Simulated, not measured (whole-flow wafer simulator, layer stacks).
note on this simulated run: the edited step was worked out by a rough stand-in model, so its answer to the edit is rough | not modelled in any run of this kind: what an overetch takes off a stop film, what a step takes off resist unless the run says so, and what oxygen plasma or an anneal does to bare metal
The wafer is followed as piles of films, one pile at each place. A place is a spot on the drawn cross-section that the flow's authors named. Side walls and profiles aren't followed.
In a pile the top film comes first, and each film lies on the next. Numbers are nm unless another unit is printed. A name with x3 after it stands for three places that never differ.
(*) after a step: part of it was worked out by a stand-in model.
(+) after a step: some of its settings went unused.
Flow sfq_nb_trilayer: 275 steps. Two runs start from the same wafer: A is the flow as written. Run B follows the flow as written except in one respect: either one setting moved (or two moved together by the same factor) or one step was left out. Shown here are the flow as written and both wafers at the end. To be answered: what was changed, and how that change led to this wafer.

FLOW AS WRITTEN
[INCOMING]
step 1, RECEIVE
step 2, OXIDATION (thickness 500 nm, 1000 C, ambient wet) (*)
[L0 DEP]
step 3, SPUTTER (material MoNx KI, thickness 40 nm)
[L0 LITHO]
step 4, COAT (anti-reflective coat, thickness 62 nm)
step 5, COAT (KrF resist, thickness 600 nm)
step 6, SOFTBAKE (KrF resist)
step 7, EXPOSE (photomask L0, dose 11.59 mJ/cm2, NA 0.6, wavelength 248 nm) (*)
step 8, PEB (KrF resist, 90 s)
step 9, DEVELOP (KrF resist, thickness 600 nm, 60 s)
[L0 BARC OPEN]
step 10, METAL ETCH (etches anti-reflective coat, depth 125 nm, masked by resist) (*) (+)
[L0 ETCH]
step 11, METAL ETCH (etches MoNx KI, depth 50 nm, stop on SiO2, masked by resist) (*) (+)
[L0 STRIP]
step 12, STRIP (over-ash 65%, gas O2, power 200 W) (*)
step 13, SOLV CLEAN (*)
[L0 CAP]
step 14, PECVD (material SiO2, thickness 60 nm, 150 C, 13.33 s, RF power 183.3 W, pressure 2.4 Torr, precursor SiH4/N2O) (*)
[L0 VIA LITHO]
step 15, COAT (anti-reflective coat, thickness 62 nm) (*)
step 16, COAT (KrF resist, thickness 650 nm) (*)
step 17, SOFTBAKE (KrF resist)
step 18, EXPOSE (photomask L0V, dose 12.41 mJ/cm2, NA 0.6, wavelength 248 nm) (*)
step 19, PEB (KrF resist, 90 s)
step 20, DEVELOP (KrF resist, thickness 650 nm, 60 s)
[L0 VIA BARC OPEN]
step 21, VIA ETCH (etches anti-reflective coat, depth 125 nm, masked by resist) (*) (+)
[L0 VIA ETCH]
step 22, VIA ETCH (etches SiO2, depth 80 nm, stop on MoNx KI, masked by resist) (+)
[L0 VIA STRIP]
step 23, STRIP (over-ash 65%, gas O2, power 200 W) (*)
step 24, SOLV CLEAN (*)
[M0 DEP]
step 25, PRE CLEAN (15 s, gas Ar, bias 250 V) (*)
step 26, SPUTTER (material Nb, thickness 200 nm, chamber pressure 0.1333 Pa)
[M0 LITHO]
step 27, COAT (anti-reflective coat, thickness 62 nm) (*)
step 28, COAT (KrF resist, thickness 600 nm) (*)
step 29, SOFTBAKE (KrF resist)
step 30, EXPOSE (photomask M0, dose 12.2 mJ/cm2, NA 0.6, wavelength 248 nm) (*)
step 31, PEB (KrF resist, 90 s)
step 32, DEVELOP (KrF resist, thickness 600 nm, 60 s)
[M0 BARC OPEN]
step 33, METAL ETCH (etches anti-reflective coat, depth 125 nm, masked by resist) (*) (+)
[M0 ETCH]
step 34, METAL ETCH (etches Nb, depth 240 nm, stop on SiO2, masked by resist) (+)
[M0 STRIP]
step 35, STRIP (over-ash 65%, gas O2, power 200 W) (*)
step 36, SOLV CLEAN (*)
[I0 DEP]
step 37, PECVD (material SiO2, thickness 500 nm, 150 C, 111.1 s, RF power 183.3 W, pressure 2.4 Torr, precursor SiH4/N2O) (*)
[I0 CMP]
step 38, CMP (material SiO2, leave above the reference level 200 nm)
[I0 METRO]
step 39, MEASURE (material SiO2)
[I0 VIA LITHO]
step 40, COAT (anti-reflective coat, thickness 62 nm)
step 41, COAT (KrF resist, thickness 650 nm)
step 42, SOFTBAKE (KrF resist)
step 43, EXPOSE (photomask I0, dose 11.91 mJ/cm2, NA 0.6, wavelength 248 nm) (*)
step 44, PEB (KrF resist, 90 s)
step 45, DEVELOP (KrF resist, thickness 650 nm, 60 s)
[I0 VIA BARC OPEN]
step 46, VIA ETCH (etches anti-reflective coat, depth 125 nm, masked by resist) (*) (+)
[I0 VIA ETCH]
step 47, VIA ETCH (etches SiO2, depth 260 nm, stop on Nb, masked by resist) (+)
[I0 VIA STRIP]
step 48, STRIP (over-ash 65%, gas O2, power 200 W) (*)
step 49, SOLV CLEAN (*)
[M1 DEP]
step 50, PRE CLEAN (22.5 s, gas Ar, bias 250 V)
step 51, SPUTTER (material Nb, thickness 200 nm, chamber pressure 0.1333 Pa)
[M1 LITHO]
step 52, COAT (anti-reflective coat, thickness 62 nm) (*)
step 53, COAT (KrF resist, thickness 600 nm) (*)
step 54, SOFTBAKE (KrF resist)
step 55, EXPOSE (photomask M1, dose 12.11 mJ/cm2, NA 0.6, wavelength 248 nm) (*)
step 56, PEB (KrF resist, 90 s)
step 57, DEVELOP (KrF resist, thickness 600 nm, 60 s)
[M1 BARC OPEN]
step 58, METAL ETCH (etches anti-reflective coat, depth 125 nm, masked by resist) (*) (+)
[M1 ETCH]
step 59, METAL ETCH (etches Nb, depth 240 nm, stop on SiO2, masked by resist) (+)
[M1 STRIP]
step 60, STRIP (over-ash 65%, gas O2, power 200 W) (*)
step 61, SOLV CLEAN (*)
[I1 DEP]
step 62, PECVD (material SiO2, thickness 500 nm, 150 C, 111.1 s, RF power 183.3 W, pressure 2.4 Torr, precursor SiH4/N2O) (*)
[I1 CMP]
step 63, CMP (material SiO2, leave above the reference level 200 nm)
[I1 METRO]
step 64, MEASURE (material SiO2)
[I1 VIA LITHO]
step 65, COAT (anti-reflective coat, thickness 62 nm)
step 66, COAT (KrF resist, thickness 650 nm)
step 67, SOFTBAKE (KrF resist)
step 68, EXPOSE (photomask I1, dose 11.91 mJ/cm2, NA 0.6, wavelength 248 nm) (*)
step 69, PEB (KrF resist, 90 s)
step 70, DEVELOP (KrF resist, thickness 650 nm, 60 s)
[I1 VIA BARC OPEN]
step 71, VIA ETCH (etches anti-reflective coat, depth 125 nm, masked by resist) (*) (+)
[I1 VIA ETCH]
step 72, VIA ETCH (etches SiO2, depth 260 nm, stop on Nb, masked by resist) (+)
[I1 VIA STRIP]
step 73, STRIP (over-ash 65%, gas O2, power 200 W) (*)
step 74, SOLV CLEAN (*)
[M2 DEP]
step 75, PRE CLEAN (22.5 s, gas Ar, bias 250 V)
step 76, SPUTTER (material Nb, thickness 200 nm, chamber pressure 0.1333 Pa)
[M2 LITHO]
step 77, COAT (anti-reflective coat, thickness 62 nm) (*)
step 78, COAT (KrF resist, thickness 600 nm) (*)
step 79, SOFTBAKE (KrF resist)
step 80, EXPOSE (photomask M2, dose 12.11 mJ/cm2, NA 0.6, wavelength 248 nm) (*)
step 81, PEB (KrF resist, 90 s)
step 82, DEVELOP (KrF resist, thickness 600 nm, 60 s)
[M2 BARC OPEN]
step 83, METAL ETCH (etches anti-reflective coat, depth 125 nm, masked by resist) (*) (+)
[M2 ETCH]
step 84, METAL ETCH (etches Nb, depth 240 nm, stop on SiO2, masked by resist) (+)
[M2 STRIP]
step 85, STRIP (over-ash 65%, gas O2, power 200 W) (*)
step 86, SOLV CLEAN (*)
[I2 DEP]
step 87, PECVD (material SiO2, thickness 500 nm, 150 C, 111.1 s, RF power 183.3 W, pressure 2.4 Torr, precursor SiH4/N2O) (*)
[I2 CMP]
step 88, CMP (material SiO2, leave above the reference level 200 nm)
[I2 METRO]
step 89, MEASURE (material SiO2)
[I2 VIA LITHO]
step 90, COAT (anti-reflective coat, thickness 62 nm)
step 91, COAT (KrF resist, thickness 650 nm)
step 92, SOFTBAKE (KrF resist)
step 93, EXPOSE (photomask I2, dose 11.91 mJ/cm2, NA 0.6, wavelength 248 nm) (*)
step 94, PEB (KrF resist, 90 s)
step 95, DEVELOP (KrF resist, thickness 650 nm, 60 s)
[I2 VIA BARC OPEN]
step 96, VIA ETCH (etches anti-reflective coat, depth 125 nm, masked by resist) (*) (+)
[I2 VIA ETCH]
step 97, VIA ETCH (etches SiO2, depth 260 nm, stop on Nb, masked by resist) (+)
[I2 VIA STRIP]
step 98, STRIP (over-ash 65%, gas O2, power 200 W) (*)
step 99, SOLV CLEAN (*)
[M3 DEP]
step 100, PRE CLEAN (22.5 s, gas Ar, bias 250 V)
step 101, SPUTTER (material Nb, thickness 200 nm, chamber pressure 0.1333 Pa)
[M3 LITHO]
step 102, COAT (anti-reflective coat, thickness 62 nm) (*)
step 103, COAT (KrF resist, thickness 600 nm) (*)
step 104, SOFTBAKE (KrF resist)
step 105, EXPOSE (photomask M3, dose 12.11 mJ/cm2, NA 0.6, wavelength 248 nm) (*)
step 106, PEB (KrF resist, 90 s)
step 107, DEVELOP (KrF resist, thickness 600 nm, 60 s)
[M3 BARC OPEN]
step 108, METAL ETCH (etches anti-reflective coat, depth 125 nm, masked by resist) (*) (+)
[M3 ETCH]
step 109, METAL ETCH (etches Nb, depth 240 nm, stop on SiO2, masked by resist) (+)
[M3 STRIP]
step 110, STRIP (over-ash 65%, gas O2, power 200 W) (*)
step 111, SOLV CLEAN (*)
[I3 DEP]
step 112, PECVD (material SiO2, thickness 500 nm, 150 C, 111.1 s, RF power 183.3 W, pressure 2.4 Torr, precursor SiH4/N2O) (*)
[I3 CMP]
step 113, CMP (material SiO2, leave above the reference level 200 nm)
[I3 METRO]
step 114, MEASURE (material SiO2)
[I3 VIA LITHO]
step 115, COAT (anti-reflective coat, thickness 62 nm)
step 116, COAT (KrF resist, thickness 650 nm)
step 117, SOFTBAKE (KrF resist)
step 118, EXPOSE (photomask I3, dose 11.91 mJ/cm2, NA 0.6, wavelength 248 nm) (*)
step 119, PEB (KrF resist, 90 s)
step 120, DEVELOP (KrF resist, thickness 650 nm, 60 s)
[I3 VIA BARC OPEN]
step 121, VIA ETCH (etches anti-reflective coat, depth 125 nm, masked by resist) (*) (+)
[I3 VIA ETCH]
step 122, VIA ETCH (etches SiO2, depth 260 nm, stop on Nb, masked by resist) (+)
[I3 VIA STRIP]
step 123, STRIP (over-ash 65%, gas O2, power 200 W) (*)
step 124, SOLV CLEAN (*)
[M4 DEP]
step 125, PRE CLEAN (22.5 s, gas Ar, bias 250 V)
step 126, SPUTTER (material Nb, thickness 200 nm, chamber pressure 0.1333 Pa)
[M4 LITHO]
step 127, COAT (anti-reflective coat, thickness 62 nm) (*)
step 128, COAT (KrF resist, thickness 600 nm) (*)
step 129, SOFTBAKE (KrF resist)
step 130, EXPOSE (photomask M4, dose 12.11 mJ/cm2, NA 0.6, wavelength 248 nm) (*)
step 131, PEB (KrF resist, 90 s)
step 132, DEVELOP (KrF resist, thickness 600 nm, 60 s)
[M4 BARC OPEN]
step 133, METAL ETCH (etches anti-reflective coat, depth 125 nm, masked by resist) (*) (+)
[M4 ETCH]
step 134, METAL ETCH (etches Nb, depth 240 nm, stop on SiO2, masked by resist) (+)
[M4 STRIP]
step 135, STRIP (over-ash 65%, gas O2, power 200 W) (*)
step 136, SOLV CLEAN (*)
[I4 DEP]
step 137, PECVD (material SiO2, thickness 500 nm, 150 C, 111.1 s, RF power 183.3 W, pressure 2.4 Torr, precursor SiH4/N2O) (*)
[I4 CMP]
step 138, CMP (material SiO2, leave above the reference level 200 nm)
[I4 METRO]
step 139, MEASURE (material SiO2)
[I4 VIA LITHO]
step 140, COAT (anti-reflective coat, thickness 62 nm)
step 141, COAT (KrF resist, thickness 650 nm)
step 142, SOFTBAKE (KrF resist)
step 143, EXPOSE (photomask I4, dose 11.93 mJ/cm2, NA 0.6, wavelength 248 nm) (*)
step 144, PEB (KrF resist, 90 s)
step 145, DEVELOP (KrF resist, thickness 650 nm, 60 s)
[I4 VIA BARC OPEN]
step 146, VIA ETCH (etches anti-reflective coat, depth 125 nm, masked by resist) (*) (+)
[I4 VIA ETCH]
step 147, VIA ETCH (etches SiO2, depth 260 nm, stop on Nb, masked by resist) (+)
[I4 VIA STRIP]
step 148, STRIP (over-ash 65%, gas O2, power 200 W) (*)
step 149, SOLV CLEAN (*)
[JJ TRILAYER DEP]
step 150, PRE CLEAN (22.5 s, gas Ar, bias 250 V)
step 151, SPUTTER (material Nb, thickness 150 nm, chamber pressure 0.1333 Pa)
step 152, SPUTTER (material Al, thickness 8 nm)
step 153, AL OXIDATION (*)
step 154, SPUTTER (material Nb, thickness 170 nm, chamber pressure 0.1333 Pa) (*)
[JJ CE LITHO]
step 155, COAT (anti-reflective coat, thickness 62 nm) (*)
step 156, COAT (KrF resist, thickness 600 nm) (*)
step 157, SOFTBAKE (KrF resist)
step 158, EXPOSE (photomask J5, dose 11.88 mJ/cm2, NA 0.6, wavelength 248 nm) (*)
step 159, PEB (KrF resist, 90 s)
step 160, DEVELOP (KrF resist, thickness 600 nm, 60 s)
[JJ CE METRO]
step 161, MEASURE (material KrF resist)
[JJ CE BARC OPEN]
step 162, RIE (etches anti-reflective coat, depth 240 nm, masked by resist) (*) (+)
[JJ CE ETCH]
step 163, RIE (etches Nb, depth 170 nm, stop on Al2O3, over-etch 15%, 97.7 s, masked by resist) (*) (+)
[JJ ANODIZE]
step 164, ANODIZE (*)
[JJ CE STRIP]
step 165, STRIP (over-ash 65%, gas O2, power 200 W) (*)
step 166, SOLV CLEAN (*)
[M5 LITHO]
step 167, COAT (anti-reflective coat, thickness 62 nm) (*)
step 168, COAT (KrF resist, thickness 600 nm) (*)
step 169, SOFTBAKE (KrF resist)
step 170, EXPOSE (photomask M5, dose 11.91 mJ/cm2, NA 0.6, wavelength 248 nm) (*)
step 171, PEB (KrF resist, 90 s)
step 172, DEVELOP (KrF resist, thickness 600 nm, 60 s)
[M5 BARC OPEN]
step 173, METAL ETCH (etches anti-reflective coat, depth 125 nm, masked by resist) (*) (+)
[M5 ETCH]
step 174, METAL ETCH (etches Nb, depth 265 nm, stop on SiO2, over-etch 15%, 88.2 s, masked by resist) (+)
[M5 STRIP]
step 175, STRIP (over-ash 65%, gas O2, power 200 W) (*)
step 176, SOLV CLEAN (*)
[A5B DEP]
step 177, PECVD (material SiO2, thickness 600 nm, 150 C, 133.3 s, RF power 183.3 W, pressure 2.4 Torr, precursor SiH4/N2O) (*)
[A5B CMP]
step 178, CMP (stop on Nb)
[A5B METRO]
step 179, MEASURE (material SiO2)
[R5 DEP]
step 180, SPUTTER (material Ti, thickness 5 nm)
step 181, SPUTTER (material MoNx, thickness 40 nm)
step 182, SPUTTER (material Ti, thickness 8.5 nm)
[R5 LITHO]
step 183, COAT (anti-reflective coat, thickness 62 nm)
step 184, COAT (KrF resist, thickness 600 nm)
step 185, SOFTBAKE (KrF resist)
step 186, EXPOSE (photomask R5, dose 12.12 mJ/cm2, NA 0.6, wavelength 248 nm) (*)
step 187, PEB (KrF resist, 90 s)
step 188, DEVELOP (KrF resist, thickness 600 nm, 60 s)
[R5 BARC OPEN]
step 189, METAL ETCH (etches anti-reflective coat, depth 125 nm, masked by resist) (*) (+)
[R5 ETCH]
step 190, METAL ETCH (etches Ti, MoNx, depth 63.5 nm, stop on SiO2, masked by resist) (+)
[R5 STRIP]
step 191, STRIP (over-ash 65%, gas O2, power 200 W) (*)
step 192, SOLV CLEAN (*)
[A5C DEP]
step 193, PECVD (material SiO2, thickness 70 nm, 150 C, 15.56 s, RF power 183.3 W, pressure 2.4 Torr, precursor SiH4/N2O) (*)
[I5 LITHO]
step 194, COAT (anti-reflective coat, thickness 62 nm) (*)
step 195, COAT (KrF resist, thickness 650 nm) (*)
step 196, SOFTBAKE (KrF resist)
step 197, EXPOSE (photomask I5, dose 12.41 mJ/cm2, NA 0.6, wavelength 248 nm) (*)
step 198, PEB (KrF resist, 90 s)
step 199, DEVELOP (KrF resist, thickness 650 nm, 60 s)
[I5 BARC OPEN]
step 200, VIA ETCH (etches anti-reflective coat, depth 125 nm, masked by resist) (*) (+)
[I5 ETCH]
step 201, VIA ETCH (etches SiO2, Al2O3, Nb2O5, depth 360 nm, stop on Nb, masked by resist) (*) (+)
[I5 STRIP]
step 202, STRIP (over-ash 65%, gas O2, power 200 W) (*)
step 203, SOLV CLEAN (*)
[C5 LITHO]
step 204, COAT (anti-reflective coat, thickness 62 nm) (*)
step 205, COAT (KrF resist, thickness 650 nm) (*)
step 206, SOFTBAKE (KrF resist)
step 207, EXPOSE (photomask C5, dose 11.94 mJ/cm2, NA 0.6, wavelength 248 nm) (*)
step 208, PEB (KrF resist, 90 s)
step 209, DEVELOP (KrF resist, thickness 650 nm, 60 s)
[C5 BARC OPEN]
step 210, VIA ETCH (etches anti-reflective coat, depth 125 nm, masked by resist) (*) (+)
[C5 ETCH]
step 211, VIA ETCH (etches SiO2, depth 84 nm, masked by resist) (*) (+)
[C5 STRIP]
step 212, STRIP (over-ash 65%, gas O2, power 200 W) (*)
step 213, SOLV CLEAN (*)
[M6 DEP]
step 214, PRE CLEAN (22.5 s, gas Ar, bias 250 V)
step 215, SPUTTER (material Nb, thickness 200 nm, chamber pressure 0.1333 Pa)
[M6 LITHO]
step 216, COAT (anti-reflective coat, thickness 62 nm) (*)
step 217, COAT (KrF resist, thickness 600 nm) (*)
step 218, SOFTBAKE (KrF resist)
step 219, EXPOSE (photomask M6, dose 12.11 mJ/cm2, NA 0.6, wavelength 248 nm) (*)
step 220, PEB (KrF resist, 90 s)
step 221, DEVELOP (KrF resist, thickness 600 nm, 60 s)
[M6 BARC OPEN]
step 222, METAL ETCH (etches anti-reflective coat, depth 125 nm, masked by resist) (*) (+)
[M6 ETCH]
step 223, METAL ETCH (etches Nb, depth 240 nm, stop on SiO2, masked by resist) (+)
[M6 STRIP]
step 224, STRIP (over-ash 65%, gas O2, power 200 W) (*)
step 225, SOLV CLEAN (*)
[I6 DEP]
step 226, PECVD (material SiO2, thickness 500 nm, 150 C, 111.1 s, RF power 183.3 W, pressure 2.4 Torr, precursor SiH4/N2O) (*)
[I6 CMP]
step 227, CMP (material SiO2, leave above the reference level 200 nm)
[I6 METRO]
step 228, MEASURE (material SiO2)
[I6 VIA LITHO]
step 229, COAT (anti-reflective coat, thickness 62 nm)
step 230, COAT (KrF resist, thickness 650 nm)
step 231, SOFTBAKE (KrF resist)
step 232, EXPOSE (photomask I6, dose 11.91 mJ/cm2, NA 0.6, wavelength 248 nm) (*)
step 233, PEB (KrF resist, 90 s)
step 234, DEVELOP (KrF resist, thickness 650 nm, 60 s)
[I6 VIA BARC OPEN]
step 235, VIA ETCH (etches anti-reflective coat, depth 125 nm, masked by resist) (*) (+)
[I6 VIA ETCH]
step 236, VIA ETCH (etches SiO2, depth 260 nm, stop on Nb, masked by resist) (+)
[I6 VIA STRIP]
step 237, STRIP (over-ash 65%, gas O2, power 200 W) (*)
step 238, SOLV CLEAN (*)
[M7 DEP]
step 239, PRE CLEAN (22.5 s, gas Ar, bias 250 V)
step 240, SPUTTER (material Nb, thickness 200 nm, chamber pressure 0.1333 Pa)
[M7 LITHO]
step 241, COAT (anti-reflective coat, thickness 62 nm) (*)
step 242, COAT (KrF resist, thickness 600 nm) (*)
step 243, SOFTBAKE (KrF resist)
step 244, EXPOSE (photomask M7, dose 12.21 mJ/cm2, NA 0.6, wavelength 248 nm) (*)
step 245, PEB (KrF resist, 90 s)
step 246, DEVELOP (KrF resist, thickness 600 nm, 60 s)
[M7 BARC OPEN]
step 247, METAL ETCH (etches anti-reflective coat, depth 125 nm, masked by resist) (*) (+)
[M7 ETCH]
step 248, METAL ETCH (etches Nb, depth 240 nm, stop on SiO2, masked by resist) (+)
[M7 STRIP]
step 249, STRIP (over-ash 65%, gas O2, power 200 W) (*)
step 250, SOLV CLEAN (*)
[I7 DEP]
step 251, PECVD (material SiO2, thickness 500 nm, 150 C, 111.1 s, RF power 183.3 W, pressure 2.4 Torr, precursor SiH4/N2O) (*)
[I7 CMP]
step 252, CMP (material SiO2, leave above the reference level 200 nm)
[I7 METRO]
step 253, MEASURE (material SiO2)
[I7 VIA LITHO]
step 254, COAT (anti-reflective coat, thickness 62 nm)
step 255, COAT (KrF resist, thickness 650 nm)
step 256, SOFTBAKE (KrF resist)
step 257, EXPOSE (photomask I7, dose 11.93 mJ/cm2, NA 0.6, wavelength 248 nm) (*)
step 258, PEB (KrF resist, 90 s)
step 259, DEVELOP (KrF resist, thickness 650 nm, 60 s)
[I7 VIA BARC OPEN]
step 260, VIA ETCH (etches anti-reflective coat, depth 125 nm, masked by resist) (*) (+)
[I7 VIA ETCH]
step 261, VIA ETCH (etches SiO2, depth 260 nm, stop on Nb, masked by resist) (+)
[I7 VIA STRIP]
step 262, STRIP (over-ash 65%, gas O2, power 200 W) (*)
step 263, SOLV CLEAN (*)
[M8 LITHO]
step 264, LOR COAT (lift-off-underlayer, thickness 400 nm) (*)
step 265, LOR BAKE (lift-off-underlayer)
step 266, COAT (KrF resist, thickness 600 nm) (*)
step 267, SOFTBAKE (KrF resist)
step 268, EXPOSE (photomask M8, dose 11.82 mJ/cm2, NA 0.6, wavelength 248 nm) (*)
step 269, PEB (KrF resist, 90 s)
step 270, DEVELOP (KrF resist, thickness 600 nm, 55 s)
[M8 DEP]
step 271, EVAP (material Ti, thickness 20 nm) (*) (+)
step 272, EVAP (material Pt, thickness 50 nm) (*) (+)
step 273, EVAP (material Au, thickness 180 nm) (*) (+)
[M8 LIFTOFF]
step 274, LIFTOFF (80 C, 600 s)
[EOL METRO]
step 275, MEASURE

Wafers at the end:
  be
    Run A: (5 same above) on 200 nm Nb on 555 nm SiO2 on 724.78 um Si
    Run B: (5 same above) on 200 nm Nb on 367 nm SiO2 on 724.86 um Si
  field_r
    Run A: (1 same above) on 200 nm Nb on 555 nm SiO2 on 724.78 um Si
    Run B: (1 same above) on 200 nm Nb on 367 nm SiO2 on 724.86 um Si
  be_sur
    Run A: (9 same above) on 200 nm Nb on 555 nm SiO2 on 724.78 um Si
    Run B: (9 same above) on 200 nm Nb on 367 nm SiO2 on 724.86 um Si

The reason: step 2, OXIDATION: thickness 312 nm was run, whereas the flow has thickness 500 nm.

Step by step, how the change led to this:
  step 2, OXIDATION (thickness 500 nm, 1000 C, ambient wet) (*)
      field_l, v_sur, via_wl and 103 more: A SiO2 gains 500 (new film), chemical SiO2 loses 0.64 (all of it), Si loses 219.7 | B SiO2 gains 312 (new film), chemical SiO2 loses 0.64 (all of it), Si loses 137
